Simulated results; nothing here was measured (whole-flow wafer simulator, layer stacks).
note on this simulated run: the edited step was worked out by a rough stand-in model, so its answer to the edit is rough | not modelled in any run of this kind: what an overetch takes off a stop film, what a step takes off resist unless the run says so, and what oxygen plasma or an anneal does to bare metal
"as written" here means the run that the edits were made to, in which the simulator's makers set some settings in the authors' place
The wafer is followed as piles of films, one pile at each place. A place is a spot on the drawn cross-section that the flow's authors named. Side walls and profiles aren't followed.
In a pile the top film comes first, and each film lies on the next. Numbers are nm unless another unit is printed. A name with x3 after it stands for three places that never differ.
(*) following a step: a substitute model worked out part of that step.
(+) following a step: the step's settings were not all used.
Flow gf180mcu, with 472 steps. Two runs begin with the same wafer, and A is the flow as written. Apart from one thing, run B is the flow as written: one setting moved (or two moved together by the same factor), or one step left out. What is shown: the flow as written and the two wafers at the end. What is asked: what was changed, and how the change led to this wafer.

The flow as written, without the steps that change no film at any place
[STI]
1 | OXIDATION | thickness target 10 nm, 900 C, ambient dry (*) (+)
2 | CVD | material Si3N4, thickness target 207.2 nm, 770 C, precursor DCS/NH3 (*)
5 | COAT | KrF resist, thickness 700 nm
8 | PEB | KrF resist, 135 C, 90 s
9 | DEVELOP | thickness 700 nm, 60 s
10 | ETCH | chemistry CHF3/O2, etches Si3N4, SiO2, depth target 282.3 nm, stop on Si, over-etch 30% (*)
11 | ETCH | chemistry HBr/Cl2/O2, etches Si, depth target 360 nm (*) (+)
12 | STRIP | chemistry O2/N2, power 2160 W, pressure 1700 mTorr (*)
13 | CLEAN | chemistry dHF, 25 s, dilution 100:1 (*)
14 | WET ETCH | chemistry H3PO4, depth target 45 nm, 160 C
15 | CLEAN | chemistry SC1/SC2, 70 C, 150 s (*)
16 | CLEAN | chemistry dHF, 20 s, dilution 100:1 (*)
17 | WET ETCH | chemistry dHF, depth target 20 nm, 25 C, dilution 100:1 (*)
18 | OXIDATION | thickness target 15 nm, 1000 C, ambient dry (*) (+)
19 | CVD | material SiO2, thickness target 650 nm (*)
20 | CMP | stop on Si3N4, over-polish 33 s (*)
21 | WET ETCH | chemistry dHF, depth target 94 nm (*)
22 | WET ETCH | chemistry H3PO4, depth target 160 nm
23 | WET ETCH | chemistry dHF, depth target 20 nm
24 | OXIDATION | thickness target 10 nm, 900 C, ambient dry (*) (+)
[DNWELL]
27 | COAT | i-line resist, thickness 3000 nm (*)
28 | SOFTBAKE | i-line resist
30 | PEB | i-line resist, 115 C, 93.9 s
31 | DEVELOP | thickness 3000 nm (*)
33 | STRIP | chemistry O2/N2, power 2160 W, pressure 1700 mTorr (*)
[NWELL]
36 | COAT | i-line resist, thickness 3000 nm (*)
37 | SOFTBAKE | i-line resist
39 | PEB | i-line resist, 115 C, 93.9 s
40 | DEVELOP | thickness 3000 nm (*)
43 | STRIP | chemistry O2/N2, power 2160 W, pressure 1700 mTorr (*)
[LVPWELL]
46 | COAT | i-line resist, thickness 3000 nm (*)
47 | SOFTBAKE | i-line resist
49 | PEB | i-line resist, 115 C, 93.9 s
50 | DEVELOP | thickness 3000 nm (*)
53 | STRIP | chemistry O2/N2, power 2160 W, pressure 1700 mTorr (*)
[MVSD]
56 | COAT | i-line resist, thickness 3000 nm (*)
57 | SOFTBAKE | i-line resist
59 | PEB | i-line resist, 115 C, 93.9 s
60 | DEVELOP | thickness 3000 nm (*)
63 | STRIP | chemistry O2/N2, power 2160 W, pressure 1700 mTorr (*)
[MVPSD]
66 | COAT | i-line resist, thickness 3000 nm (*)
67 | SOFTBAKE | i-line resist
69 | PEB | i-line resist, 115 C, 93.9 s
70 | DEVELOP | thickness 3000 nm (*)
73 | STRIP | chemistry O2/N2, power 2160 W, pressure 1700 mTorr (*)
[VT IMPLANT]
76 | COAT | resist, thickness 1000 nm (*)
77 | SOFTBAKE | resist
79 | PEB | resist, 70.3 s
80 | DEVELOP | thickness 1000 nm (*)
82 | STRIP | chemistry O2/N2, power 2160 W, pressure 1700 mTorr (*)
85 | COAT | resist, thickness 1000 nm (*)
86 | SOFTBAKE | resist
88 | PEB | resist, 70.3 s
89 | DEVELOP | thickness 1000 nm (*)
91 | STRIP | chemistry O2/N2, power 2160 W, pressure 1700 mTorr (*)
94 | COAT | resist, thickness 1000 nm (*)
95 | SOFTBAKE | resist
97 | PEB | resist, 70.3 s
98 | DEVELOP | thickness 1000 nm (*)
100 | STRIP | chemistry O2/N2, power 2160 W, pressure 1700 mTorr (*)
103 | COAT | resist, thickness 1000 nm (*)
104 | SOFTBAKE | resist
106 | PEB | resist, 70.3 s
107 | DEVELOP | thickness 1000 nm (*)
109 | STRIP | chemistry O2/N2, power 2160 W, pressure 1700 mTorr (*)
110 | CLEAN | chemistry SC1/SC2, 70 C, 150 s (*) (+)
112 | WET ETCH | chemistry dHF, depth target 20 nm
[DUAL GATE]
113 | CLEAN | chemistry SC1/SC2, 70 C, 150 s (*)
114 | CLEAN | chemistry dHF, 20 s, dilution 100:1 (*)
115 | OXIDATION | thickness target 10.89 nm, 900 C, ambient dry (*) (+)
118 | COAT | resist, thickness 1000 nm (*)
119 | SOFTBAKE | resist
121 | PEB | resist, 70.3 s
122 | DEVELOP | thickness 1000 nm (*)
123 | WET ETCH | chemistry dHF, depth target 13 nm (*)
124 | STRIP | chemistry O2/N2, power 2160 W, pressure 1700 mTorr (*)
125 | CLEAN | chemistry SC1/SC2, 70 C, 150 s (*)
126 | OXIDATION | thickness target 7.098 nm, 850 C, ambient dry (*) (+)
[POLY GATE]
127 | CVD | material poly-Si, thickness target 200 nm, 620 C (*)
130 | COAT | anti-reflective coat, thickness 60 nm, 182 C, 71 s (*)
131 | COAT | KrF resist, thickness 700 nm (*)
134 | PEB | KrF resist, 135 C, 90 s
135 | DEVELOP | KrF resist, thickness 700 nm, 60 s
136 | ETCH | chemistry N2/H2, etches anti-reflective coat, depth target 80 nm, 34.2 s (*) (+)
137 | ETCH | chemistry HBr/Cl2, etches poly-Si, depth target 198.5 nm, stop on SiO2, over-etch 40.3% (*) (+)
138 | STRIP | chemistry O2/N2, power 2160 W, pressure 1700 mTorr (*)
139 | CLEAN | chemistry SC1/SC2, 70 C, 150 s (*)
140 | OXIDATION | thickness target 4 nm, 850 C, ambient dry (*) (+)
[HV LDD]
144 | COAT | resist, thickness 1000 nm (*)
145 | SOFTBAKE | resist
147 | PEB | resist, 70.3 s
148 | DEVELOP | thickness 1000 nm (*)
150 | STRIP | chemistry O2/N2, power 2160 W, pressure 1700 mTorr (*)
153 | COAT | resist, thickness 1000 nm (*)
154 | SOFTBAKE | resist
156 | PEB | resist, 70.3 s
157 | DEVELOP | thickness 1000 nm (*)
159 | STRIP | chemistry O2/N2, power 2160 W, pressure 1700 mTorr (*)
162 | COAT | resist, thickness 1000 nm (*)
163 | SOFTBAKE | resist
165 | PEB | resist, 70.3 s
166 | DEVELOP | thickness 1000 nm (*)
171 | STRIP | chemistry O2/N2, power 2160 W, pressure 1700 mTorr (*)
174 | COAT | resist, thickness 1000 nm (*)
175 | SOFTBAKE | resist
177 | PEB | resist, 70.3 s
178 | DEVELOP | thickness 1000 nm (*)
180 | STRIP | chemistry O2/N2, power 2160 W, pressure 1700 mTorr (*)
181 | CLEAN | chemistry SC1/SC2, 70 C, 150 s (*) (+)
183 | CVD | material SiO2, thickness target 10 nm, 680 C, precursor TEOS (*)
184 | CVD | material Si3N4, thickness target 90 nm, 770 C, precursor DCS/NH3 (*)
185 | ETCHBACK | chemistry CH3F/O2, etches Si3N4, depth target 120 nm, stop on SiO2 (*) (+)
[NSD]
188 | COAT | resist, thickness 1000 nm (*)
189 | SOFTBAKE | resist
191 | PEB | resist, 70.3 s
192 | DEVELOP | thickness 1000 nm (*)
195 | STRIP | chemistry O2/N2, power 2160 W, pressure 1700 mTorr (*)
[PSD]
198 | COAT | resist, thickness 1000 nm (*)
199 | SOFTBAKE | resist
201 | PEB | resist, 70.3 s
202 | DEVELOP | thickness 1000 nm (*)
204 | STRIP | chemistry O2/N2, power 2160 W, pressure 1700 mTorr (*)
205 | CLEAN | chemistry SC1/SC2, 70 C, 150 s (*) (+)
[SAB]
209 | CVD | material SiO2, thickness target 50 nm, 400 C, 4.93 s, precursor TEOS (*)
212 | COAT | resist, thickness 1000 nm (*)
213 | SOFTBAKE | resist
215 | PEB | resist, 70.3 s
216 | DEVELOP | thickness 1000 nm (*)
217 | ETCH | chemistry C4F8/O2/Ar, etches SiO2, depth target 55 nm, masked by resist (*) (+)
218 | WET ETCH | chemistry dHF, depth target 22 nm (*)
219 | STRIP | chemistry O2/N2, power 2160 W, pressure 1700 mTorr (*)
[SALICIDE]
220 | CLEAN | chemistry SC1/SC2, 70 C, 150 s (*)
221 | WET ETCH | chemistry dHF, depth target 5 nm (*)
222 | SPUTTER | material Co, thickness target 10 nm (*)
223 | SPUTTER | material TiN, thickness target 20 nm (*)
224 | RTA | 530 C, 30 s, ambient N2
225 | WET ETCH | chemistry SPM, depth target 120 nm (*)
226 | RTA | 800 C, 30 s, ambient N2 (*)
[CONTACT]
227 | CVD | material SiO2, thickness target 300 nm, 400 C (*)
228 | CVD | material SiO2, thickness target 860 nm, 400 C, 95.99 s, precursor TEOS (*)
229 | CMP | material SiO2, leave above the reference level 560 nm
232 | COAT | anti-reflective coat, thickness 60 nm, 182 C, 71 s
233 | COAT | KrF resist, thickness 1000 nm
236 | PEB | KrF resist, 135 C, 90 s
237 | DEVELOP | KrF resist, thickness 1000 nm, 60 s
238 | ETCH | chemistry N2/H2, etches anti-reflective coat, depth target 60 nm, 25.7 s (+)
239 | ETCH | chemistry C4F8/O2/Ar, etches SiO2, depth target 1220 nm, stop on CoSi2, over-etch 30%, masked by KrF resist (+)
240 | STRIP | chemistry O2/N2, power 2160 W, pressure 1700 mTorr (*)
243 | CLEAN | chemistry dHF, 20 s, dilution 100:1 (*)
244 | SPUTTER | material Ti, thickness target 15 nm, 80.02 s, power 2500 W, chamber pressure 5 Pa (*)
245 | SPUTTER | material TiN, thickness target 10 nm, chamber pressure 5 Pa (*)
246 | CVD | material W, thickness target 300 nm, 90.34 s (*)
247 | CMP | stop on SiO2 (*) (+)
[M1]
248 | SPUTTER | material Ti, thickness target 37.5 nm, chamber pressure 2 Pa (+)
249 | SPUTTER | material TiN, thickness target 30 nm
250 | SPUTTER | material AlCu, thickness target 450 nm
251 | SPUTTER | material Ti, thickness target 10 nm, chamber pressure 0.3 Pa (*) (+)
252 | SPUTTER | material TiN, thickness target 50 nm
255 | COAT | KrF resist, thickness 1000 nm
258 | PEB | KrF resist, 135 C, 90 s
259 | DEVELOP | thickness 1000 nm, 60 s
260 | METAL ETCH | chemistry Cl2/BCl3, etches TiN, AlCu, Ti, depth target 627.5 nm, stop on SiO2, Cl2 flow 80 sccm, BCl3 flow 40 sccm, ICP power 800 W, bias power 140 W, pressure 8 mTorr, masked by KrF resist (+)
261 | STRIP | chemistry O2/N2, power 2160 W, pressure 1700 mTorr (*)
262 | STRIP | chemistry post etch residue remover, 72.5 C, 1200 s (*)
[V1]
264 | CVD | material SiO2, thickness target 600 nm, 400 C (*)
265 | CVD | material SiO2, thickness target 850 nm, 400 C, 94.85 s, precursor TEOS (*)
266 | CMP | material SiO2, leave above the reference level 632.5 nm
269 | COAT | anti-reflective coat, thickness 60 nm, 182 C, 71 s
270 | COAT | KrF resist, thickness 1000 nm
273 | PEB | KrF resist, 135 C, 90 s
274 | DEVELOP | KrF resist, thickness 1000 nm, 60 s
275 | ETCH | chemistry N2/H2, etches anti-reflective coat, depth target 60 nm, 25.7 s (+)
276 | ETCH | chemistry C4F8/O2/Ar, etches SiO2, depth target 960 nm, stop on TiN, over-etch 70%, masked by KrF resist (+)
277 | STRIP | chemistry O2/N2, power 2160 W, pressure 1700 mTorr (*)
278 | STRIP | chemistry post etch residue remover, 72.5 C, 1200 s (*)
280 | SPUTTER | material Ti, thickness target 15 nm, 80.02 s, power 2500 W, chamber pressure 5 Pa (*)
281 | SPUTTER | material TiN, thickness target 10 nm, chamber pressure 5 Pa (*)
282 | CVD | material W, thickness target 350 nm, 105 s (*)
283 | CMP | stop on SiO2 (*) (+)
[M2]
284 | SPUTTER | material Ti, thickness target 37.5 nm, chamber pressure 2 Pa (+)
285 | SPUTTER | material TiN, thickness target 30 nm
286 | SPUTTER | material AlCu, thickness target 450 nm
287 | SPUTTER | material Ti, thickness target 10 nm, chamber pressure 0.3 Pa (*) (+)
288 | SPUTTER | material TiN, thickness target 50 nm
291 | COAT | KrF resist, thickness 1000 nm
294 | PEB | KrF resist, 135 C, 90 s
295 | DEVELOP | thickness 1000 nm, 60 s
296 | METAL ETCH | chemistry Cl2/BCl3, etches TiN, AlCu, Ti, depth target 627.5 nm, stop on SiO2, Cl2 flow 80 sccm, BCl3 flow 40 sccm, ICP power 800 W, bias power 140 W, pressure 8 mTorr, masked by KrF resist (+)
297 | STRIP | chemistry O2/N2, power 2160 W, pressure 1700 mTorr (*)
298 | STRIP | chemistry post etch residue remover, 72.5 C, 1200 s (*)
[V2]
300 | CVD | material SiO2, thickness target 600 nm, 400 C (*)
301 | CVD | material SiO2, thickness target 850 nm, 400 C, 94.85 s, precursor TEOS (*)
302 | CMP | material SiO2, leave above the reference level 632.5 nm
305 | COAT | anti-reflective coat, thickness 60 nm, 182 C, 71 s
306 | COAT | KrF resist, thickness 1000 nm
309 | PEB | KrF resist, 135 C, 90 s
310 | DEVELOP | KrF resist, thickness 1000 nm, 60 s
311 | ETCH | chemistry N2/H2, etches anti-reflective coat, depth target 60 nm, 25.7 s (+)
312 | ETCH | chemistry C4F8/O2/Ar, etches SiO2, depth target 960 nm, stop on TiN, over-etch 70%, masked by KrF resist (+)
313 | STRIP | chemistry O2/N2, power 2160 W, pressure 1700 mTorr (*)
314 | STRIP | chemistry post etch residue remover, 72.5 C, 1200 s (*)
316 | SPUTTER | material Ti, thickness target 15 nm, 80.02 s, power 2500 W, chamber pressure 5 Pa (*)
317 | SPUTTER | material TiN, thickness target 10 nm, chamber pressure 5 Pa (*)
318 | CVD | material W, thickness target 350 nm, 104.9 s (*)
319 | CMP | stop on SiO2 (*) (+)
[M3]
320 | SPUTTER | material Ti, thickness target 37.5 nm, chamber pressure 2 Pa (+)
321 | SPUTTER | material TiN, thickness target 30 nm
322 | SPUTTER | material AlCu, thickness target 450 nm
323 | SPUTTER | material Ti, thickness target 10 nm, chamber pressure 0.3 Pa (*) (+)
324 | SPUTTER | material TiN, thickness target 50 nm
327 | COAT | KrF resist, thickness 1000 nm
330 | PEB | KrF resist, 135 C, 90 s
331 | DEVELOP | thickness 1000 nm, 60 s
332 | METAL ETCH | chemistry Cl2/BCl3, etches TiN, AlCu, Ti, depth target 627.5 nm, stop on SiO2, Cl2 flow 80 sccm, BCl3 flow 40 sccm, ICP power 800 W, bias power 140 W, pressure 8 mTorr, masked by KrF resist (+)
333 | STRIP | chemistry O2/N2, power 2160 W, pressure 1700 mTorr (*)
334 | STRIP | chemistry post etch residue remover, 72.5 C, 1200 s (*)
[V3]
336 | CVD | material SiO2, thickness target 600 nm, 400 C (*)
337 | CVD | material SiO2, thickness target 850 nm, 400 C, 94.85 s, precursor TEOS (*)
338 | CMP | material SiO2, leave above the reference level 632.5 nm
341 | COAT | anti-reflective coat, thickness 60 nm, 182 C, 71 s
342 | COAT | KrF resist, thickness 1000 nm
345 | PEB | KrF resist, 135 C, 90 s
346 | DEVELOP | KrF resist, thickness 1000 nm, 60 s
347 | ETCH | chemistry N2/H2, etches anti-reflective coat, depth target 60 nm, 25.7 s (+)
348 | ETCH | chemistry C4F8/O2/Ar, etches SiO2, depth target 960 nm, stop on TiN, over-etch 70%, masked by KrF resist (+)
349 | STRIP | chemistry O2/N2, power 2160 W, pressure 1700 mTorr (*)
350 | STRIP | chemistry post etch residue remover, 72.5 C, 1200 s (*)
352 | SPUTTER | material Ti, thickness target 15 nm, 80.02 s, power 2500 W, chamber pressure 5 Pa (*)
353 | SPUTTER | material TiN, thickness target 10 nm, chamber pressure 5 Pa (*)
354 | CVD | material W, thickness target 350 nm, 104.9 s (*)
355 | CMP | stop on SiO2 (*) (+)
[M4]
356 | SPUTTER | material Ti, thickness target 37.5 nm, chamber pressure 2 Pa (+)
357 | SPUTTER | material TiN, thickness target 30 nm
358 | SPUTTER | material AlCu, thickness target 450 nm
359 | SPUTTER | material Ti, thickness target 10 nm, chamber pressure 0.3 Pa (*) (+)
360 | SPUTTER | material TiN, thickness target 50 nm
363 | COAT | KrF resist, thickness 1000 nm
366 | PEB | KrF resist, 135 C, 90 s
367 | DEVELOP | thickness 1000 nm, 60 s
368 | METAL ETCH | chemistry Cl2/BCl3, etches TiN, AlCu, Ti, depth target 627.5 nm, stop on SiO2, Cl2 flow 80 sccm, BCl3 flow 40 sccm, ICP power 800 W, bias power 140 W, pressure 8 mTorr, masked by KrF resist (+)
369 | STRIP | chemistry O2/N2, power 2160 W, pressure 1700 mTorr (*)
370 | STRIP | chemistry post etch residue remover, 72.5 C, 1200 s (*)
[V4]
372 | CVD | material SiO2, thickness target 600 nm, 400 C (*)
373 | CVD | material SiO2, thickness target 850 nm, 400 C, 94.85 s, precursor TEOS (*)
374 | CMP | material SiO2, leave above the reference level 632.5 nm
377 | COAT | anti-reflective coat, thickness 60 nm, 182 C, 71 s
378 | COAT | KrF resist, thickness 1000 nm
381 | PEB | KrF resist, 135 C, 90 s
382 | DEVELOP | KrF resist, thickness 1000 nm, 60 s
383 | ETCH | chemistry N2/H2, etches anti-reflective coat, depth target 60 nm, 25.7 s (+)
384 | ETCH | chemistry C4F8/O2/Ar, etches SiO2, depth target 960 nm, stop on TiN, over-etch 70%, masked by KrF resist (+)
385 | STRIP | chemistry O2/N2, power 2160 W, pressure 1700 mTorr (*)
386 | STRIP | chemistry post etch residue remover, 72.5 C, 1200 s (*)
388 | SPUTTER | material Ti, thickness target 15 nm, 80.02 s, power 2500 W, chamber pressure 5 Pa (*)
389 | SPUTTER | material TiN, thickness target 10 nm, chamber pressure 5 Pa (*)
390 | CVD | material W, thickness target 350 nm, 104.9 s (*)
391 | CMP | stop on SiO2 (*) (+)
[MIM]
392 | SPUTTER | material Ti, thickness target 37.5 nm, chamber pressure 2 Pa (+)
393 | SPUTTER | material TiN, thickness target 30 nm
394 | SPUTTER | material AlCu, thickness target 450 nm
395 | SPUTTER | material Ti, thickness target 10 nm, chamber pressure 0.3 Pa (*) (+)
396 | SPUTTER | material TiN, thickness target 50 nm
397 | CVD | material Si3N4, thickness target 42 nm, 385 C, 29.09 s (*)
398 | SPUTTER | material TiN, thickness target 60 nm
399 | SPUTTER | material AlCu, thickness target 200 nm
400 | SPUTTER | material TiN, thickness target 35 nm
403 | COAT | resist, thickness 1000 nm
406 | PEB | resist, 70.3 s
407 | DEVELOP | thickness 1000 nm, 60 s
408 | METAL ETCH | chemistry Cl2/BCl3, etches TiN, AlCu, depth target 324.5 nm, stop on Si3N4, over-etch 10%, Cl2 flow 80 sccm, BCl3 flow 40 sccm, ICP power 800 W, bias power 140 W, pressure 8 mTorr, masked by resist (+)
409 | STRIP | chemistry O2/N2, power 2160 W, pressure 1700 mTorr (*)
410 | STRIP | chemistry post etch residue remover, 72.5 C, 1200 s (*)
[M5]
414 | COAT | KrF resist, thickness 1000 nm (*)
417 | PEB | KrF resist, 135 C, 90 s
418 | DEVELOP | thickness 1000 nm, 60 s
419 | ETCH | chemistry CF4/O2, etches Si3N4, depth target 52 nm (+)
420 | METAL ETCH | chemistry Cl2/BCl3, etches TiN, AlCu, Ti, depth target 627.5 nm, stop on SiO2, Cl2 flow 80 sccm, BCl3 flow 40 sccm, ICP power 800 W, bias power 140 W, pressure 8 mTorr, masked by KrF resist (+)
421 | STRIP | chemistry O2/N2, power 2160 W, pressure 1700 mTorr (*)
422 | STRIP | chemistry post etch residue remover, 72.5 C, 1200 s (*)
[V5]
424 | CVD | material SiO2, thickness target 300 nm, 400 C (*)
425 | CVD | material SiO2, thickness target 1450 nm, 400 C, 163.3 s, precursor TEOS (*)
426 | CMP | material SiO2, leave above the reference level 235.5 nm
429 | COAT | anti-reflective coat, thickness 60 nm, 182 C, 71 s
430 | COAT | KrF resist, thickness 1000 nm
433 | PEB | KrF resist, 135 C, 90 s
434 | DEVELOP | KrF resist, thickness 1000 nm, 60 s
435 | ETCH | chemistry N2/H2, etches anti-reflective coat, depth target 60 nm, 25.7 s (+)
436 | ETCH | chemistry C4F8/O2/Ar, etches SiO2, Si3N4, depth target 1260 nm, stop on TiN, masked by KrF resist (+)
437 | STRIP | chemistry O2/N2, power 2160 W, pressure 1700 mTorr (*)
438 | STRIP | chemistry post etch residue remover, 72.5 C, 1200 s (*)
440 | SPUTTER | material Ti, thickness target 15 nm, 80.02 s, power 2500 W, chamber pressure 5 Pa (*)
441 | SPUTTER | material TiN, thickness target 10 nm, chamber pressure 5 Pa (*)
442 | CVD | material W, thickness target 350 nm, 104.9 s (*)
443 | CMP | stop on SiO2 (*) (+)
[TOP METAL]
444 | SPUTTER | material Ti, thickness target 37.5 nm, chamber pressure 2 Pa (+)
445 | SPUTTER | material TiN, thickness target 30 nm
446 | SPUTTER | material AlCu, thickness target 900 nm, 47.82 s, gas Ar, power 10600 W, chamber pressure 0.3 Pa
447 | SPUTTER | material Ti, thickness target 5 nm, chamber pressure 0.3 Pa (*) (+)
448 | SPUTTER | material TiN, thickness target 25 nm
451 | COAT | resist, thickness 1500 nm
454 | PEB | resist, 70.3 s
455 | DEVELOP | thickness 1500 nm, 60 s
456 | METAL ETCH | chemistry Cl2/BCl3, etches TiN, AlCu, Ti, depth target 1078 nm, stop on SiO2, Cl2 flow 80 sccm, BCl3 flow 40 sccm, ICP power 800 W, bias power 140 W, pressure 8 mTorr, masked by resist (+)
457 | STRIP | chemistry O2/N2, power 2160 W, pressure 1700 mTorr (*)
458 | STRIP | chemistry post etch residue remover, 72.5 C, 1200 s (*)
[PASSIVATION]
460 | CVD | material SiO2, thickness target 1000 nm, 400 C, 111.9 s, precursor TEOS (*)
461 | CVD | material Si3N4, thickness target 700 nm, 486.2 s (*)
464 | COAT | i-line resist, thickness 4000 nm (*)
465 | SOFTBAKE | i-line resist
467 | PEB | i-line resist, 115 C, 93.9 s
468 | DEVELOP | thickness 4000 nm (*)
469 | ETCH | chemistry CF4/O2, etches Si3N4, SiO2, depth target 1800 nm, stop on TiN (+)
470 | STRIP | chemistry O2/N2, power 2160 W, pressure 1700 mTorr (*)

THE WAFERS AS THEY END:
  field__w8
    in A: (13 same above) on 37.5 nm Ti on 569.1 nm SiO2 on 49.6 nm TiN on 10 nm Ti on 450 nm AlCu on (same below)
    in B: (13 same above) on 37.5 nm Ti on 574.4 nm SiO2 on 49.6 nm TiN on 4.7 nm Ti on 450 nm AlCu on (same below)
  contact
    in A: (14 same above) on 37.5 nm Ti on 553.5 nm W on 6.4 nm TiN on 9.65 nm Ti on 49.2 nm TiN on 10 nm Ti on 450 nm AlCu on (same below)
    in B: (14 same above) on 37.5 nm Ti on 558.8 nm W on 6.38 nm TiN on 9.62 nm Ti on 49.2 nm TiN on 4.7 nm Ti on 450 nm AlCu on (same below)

The reason: step 359, SPUTTER: thickness target 4.7 nm was run, while the flow as written has thickness target 10 nm.
The wafer lets one read it off: field__w8 has Ti 4.7, and step 359 as written asks for 10 nm.

How this came from the change, step by step:
  359 | SPUTTER | material Ti, thickness target 10 nm, chamber pressure 0.3 Pa (*) (+)
      field, field__w1, field__w2 and 108 more: A +10 Ti (new film) | B +4.7 Ti (new film)
  368 | METAL ETCH | chemistry Cl2/BCl3, etches TiN, AlCu, Ti, depth target 627.5 nm, stop on SiO2, Cl2 flow 80 sccm, BCl3 flow 40 sccm, ICP power 800 W, bias power 140 W, pressure 8 mTorr, masked by KrF resist (+)
      field, field__w1, field__w2 and 103 more: A -50 TiN (all of it), -10 Ti (all of it), -450 AlCu (all of it), -30 TiN (all of it), -37.5 Ti (all of it) | B -50 TiN (all of it), -4.7 Ti (all of it), -450 AlCu (all of it), -30 TiN (all of it), -37.5 Ti (all of it)
